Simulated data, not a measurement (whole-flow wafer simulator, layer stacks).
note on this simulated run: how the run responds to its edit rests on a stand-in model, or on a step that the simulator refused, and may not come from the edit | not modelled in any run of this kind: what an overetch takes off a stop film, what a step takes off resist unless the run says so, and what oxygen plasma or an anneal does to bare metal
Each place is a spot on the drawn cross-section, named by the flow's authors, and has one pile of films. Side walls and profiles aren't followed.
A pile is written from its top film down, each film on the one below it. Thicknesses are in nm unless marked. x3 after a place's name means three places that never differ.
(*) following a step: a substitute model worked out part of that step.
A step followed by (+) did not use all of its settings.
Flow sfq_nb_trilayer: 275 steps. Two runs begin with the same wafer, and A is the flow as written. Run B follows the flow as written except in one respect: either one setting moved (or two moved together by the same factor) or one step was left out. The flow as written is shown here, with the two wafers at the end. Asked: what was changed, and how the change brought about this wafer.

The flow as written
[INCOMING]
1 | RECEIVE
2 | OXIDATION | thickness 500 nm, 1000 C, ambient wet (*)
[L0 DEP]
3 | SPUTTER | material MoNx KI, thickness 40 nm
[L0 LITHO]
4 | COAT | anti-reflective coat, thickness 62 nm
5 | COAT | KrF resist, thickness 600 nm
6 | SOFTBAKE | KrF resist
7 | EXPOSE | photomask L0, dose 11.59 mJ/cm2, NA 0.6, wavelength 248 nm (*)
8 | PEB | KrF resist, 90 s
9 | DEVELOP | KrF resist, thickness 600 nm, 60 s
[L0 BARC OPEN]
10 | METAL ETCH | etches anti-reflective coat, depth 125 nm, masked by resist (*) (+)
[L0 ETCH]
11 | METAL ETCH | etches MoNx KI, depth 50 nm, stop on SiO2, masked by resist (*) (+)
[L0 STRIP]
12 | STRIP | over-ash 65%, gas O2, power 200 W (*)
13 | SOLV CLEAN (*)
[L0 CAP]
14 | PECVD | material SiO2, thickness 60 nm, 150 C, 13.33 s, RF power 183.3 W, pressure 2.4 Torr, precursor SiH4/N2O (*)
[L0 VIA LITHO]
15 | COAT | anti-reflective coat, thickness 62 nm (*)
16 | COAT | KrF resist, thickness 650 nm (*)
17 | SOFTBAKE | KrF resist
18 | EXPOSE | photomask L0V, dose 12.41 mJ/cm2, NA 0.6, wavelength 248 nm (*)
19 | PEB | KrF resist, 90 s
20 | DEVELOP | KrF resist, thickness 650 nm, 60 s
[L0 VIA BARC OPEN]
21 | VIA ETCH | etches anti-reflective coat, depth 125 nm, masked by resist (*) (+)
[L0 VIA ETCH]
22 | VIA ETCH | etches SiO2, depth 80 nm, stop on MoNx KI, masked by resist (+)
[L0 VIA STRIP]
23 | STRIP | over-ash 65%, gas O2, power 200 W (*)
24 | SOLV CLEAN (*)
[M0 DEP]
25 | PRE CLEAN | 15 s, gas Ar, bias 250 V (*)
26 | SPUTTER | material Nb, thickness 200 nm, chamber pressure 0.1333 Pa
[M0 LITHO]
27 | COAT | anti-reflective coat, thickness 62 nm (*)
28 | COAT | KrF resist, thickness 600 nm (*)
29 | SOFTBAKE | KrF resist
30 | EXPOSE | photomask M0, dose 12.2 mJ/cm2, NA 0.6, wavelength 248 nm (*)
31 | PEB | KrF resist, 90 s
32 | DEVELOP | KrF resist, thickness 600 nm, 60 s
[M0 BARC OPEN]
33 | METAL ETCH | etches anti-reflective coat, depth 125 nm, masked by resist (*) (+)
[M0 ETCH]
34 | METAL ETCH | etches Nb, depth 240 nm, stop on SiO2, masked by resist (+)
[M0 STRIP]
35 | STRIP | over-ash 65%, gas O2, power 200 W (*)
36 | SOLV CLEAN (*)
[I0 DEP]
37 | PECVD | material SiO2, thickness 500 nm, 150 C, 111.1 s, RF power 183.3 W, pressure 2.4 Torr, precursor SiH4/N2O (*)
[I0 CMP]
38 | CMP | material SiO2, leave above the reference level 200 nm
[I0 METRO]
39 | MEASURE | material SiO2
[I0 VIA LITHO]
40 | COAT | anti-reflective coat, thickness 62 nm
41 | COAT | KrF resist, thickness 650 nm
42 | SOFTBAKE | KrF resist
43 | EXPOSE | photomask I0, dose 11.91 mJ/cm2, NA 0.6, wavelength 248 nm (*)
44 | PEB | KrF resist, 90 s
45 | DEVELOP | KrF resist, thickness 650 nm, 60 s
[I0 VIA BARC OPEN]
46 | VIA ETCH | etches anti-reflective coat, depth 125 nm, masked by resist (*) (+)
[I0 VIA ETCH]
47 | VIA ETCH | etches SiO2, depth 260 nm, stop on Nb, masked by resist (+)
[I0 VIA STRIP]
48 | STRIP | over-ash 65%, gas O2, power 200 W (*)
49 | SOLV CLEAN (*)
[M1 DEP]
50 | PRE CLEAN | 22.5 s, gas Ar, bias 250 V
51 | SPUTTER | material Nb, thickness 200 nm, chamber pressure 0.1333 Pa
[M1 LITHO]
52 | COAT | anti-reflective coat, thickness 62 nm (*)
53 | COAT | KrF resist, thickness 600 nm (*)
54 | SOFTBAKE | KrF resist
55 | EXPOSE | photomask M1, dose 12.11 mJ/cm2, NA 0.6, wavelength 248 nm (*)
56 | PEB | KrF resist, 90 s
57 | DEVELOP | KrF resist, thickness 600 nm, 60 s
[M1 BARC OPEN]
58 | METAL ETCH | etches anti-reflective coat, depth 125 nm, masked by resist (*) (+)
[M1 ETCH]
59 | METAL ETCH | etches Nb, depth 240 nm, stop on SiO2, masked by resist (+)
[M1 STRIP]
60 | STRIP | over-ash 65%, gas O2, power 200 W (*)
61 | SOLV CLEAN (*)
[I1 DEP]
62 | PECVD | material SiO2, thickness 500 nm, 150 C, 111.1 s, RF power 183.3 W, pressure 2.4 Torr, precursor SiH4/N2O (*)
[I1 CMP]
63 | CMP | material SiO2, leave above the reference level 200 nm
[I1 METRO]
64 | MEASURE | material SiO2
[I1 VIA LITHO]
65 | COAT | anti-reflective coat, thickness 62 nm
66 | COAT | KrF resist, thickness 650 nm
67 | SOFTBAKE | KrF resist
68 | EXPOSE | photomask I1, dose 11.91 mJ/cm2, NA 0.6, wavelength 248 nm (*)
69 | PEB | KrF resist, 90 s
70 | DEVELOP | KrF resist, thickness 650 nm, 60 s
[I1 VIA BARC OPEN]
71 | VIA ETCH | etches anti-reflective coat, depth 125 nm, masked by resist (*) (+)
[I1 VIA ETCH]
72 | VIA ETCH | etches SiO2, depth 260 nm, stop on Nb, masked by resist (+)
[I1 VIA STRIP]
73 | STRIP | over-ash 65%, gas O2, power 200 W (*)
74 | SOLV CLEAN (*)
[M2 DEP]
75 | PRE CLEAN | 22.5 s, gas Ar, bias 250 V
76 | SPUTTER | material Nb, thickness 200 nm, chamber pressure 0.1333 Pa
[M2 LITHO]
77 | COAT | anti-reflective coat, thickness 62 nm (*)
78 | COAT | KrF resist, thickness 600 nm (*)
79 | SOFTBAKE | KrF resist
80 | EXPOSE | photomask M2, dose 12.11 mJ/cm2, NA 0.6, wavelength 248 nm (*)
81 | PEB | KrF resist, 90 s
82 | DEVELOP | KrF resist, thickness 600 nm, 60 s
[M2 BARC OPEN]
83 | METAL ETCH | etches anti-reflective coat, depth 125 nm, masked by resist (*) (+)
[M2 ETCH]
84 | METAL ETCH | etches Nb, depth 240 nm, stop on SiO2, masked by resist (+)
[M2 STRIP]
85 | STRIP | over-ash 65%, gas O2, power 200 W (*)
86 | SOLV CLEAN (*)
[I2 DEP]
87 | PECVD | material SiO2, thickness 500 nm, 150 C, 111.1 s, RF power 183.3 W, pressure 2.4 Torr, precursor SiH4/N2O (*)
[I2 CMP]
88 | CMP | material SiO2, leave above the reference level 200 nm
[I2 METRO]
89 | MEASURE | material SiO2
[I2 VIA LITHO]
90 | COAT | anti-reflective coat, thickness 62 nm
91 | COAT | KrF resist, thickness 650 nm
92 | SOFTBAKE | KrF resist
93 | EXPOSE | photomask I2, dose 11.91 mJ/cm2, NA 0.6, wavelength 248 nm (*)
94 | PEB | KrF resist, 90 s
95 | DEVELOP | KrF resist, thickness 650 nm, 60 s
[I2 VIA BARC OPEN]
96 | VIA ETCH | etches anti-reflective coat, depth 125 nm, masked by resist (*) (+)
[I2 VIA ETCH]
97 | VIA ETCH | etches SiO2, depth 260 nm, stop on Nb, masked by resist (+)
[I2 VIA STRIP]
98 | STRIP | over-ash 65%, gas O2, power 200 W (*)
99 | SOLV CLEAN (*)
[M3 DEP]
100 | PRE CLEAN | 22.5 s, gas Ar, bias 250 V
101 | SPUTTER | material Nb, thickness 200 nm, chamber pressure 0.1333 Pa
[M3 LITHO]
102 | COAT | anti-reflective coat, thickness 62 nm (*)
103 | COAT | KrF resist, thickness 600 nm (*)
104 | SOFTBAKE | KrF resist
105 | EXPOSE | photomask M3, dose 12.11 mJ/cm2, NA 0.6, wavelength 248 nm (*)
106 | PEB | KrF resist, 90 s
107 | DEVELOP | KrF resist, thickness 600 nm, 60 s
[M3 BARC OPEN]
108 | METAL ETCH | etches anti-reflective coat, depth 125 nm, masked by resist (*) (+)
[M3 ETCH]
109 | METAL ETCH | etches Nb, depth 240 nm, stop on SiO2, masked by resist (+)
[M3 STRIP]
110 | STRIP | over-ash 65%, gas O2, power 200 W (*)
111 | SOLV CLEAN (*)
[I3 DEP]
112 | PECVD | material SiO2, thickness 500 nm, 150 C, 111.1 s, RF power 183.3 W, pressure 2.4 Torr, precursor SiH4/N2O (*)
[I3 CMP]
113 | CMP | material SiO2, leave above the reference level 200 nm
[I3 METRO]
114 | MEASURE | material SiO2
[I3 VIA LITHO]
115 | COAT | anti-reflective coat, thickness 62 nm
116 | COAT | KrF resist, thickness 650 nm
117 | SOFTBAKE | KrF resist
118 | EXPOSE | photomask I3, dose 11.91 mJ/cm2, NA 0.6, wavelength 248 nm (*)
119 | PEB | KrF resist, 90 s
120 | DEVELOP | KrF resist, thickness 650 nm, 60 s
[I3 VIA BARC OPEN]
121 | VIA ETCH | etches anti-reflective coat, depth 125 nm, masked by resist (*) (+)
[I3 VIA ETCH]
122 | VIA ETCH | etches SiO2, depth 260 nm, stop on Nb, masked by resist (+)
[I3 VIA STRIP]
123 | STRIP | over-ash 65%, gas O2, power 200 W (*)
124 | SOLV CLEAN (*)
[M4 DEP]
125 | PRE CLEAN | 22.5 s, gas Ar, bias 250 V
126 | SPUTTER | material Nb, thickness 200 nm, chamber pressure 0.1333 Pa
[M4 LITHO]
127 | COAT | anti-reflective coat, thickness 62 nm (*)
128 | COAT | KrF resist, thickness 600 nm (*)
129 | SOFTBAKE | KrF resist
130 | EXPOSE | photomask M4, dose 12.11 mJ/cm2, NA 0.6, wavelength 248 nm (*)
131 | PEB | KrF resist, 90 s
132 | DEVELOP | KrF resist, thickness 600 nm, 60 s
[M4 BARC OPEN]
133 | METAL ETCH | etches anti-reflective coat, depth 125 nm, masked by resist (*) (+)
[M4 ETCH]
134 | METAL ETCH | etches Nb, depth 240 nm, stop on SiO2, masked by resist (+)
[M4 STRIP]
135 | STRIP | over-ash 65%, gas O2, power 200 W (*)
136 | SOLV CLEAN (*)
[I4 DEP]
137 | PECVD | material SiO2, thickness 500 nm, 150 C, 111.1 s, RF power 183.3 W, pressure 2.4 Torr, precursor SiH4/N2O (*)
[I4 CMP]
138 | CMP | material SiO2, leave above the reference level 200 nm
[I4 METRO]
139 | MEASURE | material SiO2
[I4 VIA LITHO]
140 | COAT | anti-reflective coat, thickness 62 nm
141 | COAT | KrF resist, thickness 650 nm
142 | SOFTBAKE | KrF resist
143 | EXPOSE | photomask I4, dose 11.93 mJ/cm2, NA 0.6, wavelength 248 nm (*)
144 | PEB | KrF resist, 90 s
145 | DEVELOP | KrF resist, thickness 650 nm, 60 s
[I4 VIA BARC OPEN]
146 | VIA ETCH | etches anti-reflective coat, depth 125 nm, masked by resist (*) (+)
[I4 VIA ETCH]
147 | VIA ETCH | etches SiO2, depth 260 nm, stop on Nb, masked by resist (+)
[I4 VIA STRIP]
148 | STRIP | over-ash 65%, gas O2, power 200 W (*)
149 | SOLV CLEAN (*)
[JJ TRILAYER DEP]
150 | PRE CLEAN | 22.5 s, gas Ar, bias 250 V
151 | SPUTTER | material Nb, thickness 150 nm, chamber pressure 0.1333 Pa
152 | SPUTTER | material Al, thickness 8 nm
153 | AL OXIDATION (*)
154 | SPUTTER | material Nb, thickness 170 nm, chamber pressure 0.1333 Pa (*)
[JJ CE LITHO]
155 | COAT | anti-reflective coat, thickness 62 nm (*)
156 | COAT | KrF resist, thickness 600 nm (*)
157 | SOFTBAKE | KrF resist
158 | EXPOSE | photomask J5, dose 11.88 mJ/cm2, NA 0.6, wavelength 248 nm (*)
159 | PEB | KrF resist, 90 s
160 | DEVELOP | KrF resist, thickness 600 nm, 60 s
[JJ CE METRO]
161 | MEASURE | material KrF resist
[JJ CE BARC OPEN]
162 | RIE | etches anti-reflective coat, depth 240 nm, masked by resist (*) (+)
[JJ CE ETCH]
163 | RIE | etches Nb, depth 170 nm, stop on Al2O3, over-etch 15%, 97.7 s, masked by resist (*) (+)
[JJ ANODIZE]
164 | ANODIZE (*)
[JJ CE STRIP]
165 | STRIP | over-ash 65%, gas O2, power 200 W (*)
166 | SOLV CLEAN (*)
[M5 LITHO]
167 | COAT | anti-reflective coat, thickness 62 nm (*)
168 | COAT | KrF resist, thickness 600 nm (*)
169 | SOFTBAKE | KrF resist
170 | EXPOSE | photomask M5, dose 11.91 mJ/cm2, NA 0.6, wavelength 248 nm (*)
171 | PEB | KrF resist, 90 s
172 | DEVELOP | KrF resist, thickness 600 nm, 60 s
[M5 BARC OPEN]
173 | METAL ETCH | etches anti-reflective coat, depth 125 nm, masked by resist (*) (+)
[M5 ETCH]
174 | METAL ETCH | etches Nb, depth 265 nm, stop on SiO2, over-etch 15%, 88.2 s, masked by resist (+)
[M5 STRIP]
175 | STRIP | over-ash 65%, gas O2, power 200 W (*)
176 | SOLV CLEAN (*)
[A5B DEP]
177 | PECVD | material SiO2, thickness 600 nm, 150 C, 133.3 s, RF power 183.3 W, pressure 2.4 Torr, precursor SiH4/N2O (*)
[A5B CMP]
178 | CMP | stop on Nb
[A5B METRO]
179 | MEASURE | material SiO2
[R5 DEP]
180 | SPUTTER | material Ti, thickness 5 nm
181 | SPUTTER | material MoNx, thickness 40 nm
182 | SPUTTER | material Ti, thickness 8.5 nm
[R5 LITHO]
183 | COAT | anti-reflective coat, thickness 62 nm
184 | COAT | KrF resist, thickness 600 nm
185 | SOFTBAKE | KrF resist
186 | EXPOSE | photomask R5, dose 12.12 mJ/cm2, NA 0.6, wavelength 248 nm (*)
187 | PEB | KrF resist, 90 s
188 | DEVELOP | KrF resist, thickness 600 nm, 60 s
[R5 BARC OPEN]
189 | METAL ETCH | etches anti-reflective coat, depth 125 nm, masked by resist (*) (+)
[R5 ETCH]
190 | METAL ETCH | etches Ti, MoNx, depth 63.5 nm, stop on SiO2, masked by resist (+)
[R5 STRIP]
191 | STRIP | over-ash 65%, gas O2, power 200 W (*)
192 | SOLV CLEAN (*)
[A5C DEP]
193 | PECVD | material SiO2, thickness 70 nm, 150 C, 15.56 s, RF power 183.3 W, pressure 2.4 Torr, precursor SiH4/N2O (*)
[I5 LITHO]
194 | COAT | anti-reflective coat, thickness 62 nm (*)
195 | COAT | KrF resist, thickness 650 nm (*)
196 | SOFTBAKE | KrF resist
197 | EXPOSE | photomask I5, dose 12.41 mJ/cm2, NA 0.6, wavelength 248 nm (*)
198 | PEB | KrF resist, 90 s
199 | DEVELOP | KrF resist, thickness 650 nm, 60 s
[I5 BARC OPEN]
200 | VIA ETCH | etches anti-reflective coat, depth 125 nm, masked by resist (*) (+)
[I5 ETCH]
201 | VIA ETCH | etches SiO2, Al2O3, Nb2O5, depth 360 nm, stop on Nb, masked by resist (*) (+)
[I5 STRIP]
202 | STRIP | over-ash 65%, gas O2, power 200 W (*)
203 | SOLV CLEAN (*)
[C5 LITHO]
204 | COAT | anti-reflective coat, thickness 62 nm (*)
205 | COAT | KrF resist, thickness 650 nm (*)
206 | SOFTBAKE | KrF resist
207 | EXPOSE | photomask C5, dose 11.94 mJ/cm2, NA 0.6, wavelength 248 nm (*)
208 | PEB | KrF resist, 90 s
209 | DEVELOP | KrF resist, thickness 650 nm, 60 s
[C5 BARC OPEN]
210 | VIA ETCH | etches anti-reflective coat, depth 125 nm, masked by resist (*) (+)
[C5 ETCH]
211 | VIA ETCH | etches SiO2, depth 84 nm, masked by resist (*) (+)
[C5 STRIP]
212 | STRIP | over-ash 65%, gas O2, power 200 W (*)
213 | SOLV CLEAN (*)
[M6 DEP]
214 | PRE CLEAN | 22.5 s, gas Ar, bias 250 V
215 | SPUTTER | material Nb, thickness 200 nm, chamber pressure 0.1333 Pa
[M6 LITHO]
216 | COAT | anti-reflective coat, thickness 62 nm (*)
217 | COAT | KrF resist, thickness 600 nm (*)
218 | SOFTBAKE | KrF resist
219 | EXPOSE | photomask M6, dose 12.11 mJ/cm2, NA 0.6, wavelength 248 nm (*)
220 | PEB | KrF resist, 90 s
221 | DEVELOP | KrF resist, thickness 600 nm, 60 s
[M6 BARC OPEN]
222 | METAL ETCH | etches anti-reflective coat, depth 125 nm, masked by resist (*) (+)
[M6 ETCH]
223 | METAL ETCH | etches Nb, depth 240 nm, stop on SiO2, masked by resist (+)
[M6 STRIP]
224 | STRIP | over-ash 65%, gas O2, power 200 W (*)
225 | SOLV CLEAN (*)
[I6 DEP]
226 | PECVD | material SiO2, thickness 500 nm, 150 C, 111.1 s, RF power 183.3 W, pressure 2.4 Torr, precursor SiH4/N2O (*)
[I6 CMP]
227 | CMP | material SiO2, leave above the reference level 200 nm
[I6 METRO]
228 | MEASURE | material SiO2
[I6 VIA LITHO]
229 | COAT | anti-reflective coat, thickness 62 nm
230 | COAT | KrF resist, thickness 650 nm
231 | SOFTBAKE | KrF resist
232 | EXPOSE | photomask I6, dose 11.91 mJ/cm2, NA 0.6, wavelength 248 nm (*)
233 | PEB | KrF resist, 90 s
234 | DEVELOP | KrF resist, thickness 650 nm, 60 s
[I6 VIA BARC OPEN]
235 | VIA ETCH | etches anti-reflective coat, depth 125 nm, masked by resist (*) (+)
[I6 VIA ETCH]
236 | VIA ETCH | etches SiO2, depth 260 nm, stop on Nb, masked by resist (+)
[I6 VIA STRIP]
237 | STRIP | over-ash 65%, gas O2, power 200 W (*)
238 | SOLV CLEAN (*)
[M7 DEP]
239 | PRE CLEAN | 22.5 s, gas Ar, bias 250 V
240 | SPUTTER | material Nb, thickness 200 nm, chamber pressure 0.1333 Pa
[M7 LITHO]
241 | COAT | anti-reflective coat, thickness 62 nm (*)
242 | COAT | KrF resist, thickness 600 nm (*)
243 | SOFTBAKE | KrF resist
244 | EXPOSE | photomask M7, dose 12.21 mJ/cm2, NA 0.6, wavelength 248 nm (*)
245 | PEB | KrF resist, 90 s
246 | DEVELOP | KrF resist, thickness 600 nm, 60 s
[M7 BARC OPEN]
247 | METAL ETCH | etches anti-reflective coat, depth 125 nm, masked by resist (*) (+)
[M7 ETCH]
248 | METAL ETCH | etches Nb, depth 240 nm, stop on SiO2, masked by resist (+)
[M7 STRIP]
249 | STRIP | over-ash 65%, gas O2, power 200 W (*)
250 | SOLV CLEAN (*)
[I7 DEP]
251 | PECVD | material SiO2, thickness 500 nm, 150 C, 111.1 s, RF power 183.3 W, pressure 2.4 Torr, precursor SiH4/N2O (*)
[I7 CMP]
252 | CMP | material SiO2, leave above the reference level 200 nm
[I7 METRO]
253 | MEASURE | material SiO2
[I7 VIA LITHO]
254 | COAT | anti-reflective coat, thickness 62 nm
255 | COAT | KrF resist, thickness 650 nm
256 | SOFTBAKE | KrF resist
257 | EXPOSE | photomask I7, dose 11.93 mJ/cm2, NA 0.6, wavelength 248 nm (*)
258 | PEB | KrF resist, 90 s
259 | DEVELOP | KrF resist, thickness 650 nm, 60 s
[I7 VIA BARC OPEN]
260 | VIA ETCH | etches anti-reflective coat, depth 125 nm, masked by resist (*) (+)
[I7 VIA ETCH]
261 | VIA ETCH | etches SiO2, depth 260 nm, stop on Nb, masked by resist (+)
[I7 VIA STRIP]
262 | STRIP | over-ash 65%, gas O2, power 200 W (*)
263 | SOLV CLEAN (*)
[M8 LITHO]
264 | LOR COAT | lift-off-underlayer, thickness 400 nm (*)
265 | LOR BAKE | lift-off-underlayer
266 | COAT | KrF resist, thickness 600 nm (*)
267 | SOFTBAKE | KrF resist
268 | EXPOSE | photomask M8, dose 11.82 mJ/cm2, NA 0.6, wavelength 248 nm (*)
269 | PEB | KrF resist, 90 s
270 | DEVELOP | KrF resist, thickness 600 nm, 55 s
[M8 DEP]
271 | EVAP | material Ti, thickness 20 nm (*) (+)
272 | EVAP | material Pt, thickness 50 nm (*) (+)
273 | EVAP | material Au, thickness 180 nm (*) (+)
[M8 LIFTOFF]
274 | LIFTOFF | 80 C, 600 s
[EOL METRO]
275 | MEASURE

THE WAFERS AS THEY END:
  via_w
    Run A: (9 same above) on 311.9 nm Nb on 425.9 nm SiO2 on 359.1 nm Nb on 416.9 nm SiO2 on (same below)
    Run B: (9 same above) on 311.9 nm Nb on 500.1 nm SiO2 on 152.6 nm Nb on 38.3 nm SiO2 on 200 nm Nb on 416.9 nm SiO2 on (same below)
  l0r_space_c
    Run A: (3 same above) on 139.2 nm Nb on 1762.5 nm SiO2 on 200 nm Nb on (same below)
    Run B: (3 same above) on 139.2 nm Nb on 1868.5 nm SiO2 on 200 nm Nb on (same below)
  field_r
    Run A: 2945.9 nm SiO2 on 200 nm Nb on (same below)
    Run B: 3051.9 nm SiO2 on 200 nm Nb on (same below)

Cause: step 88, CMP: leave above the reference level 306 nm was run, though the flow has leave above the reference level 200 nm.

The path from the change to this, step by step:
  88 | CMP | material SiO2, leave above the reference level 200 nm
      field_l, be, be_sur and 81 more: A SiO2 loses 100 | B nothing
      v_sur, via_wl, via_w and 18 more: A SiO2 loses 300 | B SiO2 loses 194
      (and at 1 other place as well)
  90 | COAT | anti-reflective coat, thickness 62 nm
      m5r_linepad_l, m5r_linepad_r, r5r_spacepad_l, r5r_spacepad_r: A anti-reflective coat gains 62 (new film) | B anti-reflective coat gains 64.5 (new film)
      m8r_pad_l, m8r_pad_r: A anti-reflective coat gains 62 (new film) | B anti-reflective coat gains 63.7 (new film)
      (and at 2 other places as well)
  97 | VIA ETCH | etches SiO2, depth 260 nm, stop on Nb, masked by resist (+)
      via_w: A SiO2 loses 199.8 (all of it) | B SiO2 loses 260
  98 | STRIP | over-ash 65%, gas O2, power 200 W (*)
      m5r_linepad_l, m5r_linepad_r: A KrF resist loses 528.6 (all of it), anti-reflective coat loses 62 (all of it) | B KrF resist loses 527.9 (all of it), anti-reflective coat loses 64.5 (all of it)
      r5r_spacepad_l, r5r_spacepad_r: A KrF resist loses 528.6 (all of it), anti-reflective coat loses 62 (all of it) | B KrF resist loses 528.1 (all of it), anti-reflective coat loses 64.5 (all of it)
      (and at 4 other places as well)
  100 | PRE CLEAN | 22.5 s, gas Ar, bias 250 V
      via_w: A Nb loses 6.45 | B SiO2 loses 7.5
  101 | SPUTTER | material Nb, thickness 200 nm, chamber pressure 0.1333 Pa
      via_w: A Nb gains 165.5 | B Nb gains 152.6 (new film)
  102 | COAT | anti-reflective coat, thickness 62 nm (*)
      m5r_linepad_l, m5r_linepad_r: A anti-reflective coat gains 62 (new film) | B anti-reflective coat gains 64.2 (new film)
      r5r_spacepad_l, r5r_spacepad_r: A anti-reflective coat gains 62 (new film) | B anti-reflective coat gains 64.3 (new film)
      (and at 8 other places as well)
  103 | COAT | KrF resist, thickness 600 nm (*)
      via_w: A KrF resist gains 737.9 (new film) | B KrF resist gains 792.4 (new film)
  108 | METAL ETCH | etches anti-reflective coat, depth 125 nm, masked by resist (*) (+)
      m5r_linepad_l, m5r_linepad_r: A anti-reflective coat loses 62 (all of it) | B anti-reflective coat loses 64.2 (all of it)
      r5r_spacepad_l, r5r_spacepad_r: A anti-reflective coat loses 62 (all of it) | B anti-reflective coat loses 64.3 (all of it)
      (and at 2 other places as well)
  110 | STRIP | over-ash 65%, gas O2, power 200 W (*)
      v_sur: A KrF resist loses 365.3 (all of it), anti-reflective coat loses 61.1 (all of it) | B KrF resist loses 360 (all of it), anti-reflective coat loses 54.6 (all of it)
      via_wl: A KrF resist loses 384.2 (all of it), anti-reflective coat loses 34.2 (all of it) | B KrF resist loses 380.9 (all of it), anti-reflective coat loses 22.9 (all of it)
      (and at 4 other places as well)
  112 | PECVD | material SiO2, thickness 500 nm, 150 C, 111.1 s, RF power 183.3 W, pressure 2.4 Torr, precursor SiH4/N2O (*)
      via_w: A SiO2 gains 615 (new film) | B SiO2 gains 664.6 (new film)
  113 | CMP | material SiO2, leave above the reference level 200 nm
      field_l, be, be_sur and 64 more: A SiO2 loses 100 | B SiO2 loses 94
      p4_g1, p4_g2, p3_s0, p3_s1, p3_s2, p3_s3, p3_s4, p3_s5: A SiO2 loses 157.1 | B SiO2 loses 151.1
      (and at 1 other place as well)
With metal films that touch counted as one body, via_w has 6 bodies (between them, from the top down: SiO2 192.5; SiO2 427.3 / Al2O3 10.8 / Nb2O5 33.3; SiO2 500.1; SiO2 38.3; SiO2 416.9); the flow as written gives 5 bodies (between them, from the top down: SiO2 192.5; SiO2 427.3 / Al2O3 10.8 / Nb2O5 33.3; SiO2 425.9; SiO2 416.9).
